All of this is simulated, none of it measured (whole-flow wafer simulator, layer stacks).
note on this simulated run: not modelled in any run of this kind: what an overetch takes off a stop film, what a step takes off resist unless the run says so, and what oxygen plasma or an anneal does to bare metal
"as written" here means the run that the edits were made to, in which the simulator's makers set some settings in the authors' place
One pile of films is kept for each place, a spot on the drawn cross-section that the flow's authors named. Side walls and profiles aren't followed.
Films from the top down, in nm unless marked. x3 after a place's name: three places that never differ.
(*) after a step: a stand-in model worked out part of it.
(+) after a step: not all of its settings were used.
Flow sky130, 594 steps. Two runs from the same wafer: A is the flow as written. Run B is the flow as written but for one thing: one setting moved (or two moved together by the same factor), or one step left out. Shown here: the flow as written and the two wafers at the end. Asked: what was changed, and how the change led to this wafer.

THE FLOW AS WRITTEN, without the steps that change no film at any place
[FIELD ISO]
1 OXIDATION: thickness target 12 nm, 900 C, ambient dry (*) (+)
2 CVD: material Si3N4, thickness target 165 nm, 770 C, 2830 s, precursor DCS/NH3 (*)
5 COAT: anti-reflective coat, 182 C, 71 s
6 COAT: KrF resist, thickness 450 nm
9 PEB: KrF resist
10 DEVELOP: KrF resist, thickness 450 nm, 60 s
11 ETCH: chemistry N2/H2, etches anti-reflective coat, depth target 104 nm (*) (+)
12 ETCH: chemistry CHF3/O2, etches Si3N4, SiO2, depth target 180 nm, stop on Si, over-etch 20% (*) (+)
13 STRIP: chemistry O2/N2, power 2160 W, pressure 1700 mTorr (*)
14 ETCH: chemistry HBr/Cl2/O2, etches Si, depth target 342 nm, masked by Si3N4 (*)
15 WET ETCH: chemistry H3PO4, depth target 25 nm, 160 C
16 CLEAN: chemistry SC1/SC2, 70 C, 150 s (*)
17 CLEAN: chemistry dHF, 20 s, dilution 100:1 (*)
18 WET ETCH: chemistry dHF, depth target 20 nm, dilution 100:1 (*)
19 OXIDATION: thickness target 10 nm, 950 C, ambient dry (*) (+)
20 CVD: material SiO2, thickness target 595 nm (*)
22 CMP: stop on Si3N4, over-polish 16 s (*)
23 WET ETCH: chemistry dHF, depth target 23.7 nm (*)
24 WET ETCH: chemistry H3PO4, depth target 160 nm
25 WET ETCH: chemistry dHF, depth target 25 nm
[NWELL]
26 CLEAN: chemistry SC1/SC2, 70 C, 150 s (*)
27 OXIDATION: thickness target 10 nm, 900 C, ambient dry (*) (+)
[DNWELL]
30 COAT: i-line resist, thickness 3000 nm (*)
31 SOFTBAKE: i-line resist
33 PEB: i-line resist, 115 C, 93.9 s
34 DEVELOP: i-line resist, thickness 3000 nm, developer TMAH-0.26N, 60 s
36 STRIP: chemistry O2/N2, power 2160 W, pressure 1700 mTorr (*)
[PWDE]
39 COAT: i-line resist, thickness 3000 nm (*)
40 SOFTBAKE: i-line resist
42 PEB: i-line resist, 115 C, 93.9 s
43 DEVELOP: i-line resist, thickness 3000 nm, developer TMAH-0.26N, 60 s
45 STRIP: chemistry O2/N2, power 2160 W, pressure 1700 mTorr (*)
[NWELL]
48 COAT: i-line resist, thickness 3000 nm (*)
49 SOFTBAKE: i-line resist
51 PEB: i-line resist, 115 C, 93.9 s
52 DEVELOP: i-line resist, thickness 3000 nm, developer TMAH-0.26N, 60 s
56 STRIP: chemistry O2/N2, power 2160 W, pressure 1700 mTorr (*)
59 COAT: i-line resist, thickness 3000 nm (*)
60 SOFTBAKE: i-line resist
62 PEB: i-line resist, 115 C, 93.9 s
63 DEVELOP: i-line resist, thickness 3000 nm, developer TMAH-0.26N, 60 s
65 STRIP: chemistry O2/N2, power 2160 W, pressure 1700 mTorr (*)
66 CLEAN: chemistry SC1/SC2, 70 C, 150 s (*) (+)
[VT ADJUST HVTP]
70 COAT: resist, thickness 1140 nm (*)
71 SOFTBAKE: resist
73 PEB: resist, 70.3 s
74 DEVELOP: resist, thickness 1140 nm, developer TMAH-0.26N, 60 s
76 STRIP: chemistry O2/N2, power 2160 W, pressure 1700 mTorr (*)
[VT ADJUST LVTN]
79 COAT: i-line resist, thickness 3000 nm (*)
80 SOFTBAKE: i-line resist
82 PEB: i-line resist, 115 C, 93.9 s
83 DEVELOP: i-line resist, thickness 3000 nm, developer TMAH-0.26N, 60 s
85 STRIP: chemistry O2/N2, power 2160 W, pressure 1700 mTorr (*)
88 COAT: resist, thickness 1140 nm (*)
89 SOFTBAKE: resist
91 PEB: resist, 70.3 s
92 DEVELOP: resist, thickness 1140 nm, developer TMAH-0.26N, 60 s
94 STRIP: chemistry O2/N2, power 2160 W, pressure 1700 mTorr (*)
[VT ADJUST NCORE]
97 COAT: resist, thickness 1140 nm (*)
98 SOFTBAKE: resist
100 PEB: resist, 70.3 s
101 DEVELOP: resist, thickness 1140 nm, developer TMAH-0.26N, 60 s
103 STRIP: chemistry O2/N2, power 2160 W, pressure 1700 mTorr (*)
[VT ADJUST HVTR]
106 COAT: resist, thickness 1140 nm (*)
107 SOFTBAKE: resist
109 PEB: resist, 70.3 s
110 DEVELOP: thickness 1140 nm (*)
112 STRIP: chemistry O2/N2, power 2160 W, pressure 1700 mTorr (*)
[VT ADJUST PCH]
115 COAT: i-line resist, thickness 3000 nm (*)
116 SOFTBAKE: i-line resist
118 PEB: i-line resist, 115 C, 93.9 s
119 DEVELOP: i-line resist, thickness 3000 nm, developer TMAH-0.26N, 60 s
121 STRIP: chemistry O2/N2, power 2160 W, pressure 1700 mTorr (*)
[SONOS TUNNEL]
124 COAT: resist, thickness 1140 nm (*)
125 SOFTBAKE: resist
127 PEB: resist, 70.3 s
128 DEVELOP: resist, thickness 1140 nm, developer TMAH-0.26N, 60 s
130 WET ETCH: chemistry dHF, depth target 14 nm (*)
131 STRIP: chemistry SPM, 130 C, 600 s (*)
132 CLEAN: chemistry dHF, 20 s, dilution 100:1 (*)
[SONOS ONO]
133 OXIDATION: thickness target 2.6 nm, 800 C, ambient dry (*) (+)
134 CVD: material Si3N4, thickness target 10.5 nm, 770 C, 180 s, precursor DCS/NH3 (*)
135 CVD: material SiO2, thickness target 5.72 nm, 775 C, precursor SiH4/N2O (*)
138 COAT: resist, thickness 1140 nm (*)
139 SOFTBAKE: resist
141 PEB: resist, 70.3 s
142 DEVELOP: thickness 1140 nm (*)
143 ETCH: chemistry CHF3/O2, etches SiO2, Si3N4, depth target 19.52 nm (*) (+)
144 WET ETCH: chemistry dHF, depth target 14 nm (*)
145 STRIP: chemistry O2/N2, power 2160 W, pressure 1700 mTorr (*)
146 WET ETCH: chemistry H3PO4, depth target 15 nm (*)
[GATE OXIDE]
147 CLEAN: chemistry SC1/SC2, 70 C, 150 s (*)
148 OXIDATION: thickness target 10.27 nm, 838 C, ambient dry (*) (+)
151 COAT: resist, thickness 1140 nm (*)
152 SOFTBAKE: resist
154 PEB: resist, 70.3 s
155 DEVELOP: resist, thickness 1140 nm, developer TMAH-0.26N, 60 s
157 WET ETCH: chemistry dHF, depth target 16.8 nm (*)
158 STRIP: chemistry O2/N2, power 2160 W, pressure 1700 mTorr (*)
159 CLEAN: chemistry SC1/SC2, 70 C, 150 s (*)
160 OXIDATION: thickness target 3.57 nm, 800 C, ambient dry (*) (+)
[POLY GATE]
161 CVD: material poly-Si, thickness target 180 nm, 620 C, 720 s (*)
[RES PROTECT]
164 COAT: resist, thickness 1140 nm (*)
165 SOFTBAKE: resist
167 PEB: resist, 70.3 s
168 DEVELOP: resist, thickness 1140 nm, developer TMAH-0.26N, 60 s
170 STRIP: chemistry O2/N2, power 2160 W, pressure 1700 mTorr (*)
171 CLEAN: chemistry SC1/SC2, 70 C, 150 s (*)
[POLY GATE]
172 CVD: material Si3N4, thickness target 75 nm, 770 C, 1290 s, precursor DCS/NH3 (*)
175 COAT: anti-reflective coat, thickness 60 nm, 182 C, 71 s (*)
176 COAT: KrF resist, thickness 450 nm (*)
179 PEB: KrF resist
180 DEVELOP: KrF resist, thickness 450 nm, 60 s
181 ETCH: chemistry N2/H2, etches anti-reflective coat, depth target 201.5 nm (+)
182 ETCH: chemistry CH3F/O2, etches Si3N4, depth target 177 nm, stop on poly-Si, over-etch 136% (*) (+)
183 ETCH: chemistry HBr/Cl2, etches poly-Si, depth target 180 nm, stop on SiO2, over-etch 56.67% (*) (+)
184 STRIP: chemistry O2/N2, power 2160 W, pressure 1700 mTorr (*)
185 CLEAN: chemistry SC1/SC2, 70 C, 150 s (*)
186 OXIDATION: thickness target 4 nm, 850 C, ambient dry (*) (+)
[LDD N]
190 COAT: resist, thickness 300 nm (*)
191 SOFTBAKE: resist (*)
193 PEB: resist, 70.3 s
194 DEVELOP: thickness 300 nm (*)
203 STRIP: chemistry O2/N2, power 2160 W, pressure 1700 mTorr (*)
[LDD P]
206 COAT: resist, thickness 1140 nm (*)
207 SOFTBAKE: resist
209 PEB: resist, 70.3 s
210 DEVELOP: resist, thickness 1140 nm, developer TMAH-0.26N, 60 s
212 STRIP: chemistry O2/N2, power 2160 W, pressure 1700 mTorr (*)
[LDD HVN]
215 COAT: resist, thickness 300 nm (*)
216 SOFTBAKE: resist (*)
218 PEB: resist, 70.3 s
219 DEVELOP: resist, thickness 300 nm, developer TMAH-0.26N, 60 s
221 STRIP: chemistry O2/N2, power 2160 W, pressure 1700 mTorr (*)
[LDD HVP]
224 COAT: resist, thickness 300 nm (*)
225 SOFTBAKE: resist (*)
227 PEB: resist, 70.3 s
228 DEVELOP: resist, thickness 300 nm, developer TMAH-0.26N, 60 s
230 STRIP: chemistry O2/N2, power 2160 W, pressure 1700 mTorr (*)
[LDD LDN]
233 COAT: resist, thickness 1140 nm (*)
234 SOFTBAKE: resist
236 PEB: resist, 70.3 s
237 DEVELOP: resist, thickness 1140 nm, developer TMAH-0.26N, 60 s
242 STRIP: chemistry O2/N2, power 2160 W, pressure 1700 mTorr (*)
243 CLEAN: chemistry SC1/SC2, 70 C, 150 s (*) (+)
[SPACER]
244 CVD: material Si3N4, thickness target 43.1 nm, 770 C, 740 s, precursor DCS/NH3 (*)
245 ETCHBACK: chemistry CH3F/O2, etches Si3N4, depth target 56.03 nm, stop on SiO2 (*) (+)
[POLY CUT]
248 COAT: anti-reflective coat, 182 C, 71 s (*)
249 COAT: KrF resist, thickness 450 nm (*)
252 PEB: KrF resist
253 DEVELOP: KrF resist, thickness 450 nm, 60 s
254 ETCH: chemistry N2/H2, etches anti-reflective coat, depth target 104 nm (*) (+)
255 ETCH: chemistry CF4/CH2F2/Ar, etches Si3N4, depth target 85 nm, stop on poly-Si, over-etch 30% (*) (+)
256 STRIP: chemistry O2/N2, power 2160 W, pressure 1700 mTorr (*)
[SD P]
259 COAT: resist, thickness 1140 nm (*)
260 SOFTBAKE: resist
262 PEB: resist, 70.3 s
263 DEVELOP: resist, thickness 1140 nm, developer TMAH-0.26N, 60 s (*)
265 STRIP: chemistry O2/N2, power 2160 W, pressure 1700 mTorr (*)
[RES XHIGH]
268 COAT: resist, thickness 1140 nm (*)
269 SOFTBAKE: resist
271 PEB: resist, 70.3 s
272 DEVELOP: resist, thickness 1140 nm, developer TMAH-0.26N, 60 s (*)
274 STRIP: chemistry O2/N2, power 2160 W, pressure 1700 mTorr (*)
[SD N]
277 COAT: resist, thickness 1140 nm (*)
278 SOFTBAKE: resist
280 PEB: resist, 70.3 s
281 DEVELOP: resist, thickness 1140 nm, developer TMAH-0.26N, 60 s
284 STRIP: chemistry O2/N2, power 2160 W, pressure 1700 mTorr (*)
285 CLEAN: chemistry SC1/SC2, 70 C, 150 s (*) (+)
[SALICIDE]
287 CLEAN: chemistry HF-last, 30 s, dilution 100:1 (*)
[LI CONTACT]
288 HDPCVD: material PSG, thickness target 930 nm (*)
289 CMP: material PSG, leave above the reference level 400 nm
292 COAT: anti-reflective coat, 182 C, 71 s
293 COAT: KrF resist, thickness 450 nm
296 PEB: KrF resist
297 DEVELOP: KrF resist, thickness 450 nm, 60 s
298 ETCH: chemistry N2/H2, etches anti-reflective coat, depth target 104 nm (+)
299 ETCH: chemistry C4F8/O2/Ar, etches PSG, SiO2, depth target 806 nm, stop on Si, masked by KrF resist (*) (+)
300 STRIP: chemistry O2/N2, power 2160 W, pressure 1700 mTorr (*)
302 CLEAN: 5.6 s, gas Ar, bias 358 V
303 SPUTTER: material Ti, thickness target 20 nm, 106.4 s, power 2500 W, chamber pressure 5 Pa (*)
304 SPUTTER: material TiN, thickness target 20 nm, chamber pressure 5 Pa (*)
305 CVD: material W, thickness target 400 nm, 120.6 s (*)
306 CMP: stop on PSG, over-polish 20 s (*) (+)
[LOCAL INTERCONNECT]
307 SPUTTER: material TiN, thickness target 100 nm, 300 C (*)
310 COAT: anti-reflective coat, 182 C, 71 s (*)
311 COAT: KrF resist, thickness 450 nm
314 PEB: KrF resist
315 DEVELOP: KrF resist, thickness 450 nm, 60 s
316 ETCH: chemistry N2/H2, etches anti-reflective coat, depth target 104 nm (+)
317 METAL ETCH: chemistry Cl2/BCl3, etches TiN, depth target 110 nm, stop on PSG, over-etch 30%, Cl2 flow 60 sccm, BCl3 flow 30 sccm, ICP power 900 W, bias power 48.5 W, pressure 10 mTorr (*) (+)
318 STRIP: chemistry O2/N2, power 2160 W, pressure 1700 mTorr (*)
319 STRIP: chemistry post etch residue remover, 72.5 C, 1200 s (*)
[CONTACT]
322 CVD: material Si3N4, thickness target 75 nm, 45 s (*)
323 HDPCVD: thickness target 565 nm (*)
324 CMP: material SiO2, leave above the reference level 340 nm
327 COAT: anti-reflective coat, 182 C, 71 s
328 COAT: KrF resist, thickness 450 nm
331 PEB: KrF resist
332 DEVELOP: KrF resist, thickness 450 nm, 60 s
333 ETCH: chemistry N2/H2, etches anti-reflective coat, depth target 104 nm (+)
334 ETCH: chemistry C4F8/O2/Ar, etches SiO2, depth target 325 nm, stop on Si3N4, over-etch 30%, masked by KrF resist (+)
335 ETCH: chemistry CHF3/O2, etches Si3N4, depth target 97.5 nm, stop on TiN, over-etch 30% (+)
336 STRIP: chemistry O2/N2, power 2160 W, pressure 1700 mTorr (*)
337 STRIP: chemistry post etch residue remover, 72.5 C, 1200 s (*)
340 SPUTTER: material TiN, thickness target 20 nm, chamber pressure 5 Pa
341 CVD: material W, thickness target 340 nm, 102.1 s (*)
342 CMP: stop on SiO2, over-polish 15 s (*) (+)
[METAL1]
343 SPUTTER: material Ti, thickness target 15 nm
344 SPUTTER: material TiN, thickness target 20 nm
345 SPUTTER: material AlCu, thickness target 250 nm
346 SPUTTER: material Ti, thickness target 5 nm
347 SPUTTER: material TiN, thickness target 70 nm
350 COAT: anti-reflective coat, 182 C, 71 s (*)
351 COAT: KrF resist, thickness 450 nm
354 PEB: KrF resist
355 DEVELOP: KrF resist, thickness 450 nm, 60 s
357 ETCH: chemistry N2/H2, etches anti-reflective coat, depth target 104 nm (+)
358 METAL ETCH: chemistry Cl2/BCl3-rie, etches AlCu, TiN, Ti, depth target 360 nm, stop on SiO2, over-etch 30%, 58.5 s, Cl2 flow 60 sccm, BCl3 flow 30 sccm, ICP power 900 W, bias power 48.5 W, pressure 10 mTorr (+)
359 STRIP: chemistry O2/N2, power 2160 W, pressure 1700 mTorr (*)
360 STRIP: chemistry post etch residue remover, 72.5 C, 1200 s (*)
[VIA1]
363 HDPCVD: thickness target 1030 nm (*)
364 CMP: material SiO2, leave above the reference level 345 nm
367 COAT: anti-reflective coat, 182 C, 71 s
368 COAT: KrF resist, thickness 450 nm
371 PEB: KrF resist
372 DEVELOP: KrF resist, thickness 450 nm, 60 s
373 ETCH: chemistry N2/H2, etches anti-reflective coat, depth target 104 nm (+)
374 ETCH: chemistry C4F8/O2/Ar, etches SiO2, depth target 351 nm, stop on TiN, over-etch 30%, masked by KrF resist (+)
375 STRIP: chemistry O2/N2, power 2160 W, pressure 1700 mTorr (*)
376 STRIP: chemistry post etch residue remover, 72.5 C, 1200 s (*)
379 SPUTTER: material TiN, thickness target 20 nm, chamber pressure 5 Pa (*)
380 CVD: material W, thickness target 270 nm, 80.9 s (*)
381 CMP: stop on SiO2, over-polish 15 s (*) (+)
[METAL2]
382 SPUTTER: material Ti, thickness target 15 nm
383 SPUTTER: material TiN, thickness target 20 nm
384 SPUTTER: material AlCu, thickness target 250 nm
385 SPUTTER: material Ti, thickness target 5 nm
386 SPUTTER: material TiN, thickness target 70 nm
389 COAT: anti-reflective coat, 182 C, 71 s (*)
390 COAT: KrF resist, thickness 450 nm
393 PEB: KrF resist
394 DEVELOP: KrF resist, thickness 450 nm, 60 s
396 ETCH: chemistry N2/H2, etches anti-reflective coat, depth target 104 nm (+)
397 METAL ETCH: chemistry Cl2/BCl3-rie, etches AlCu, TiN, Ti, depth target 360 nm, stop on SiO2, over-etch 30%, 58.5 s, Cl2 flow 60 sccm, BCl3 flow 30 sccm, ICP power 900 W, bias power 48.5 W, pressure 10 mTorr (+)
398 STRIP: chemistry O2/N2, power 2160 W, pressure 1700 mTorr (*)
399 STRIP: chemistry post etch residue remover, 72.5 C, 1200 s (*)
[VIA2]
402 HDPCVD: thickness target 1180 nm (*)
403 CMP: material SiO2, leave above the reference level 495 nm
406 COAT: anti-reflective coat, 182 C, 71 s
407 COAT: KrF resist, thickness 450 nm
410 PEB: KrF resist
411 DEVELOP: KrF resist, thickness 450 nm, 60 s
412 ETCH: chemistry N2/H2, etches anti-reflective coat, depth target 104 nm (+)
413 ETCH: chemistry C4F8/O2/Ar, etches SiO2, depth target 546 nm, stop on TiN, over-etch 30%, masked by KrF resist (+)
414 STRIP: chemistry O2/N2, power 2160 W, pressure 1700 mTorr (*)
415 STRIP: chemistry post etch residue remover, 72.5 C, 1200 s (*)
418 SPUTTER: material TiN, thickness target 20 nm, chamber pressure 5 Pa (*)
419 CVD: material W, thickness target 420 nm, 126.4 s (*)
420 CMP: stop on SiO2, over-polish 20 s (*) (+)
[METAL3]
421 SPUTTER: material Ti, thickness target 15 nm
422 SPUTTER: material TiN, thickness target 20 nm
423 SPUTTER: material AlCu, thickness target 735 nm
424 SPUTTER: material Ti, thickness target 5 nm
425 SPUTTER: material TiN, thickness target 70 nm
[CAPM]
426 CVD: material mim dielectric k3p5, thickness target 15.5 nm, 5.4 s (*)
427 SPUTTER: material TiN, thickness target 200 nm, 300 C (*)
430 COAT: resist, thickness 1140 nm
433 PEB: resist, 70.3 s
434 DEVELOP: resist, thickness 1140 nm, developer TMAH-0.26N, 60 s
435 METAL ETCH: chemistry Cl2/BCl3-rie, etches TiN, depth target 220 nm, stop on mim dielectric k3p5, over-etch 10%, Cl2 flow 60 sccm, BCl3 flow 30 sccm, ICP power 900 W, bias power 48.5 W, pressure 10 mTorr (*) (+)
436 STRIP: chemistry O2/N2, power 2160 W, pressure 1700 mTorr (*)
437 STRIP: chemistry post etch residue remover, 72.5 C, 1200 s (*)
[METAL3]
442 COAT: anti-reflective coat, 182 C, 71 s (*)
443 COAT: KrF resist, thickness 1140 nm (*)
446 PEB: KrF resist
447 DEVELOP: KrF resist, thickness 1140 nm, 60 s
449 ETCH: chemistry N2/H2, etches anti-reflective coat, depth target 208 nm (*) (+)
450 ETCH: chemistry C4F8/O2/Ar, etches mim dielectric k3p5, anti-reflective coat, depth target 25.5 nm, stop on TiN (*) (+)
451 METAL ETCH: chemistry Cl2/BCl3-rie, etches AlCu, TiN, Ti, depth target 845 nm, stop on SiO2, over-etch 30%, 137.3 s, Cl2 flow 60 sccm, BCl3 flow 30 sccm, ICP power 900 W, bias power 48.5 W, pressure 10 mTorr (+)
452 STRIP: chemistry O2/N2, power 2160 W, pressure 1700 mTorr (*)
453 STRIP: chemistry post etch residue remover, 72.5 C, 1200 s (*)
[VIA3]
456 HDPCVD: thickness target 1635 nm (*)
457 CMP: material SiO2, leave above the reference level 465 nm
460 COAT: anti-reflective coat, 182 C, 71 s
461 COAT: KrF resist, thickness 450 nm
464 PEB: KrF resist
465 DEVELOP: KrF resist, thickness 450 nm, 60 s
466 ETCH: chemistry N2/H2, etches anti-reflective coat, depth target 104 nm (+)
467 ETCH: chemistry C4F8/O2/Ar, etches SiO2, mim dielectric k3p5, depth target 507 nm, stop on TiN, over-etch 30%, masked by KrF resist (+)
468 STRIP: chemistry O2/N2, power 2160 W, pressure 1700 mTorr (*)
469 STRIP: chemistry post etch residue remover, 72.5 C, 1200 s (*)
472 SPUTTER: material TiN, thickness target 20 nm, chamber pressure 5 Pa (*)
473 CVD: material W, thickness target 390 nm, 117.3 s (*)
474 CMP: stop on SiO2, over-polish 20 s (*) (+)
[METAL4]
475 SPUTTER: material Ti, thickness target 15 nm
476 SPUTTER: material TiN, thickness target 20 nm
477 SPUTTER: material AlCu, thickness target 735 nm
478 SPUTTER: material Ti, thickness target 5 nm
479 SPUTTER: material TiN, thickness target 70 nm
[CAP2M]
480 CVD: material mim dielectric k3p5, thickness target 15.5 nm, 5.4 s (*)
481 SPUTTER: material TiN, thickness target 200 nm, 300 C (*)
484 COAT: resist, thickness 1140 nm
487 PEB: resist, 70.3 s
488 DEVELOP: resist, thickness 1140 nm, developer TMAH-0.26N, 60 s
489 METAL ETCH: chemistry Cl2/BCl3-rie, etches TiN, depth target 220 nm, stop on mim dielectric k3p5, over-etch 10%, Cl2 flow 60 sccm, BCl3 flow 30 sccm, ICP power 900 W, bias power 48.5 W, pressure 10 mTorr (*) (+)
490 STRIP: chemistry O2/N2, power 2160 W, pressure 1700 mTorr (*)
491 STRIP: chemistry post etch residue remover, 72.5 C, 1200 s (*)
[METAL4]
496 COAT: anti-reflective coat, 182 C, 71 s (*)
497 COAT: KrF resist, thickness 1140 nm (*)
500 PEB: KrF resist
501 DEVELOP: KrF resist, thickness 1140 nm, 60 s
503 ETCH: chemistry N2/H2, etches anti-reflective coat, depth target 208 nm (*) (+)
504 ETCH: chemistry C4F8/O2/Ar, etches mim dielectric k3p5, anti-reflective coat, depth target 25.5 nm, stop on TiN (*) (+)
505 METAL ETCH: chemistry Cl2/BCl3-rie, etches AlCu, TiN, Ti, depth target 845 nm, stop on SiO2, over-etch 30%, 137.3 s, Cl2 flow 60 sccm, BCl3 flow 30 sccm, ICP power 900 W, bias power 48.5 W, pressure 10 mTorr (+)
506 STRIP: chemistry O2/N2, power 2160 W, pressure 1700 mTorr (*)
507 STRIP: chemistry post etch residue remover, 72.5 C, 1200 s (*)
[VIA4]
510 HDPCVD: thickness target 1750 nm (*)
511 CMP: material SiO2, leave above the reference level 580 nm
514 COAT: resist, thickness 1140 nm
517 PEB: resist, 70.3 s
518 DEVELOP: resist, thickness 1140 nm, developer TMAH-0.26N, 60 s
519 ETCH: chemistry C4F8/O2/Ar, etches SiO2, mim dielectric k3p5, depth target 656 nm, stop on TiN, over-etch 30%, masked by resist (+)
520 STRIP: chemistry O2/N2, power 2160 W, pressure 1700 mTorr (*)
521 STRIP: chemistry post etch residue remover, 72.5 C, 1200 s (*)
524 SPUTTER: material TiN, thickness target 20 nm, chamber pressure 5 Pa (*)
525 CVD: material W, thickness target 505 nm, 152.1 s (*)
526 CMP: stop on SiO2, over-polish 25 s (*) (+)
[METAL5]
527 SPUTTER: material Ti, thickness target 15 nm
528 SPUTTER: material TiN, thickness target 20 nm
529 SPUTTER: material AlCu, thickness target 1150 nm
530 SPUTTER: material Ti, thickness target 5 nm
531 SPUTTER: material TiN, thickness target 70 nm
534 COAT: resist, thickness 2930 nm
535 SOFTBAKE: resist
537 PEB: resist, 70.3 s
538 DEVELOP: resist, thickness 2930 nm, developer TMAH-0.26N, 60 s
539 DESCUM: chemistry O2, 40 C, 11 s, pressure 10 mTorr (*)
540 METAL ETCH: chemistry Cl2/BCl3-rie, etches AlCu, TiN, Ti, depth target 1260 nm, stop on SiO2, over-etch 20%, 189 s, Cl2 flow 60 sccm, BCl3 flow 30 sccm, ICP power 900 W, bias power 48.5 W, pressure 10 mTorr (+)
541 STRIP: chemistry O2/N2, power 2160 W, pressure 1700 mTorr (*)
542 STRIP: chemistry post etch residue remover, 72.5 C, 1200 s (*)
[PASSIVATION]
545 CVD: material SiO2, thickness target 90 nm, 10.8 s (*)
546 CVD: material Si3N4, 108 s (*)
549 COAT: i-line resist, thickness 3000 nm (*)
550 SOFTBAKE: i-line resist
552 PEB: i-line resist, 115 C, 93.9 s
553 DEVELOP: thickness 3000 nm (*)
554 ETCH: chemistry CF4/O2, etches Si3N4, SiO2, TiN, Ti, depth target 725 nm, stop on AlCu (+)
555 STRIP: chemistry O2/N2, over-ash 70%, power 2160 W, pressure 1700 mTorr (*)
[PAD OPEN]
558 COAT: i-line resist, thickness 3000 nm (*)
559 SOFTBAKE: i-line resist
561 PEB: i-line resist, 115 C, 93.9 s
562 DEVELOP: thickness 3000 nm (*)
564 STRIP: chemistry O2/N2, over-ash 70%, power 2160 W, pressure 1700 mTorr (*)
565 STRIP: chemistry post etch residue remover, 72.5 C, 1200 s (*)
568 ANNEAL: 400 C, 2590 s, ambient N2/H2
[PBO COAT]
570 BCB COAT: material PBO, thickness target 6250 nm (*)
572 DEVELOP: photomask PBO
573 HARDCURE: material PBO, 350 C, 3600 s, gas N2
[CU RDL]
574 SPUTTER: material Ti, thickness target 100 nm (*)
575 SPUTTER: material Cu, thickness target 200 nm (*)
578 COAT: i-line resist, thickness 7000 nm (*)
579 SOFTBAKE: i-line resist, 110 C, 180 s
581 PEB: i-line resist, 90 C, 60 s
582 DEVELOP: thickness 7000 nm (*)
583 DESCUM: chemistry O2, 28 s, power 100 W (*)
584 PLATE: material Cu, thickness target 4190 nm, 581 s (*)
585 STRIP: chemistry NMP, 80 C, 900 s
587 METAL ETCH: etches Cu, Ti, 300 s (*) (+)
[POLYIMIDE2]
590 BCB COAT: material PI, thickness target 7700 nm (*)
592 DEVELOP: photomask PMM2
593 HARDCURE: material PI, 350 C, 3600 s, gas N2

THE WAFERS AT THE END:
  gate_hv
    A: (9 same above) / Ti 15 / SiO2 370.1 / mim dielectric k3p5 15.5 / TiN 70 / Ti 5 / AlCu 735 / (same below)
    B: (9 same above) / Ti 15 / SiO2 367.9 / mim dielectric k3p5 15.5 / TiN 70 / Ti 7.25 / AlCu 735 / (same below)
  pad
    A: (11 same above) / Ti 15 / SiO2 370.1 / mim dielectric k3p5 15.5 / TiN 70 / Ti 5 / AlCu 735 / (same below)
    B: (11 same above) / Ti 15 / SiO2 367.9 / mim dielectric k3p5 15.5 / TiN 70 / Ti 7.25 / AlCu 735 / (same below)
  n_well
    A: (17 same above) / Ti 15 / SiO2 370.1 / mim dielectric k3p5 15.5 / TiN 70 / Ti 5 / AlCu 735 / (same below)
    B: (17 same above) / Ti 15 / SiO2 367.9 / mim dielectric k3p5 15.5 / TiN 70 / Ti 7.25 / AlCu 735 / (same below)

The cause: step 424, SPUTTER: thickness target 7.25 nm was run, where the flow has thickness target 5 nm.
It can be read off the wafer: gate_hv has Ti 7.25, and step 424 as written asks for 5 nm.

How the change led to this, step by step:
  424 SPUTTER: material Ti, thickness target 5 nm
      field, active, n_well and 188 more: A Ti +5 (new film) | B Ti +7.25 (new film)
  451 METAL ETCH: chemistry Cl2/BCl3-rie, etches AlCu, TiN, Ti, depth target 845 nm, stop on SiO2, over-etch 30%, 137.3 s, Cl2 flow 60 sccm, BCl3 flow 30 sccm, ICP power 900 W, bias power 48.5 W, pressure 10 mTorr (+)
      field, gate, spacer and 68 more: A TiN -70 (all of it), Ti -5 (all of it), AlCu -735 (all of it), TiN -20 (all of it), Ti -15 (all of it), SiO2 -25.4 | B TiN -70 (all of it), Ti -7.25 (all of it), AlCu -735 (all of it), TiN -20 (all of it), Ti -15 (all of it), SiO2 -25.1
      active, vpp_ln, vpp_iso2 and 11 more: A TiN -70 (all of it), Ti -5 (all of it), AlCu -735 (all of it), TiN -20 (all of it), Ti -15 (all of it), SiO2 -25.3 | B TiN -70 (all of it), Ti -7.25 (all of it), AlCu -735 (all of it), TiN -20 (all of it), Ti -15 (all of it), SiO2 -25.1
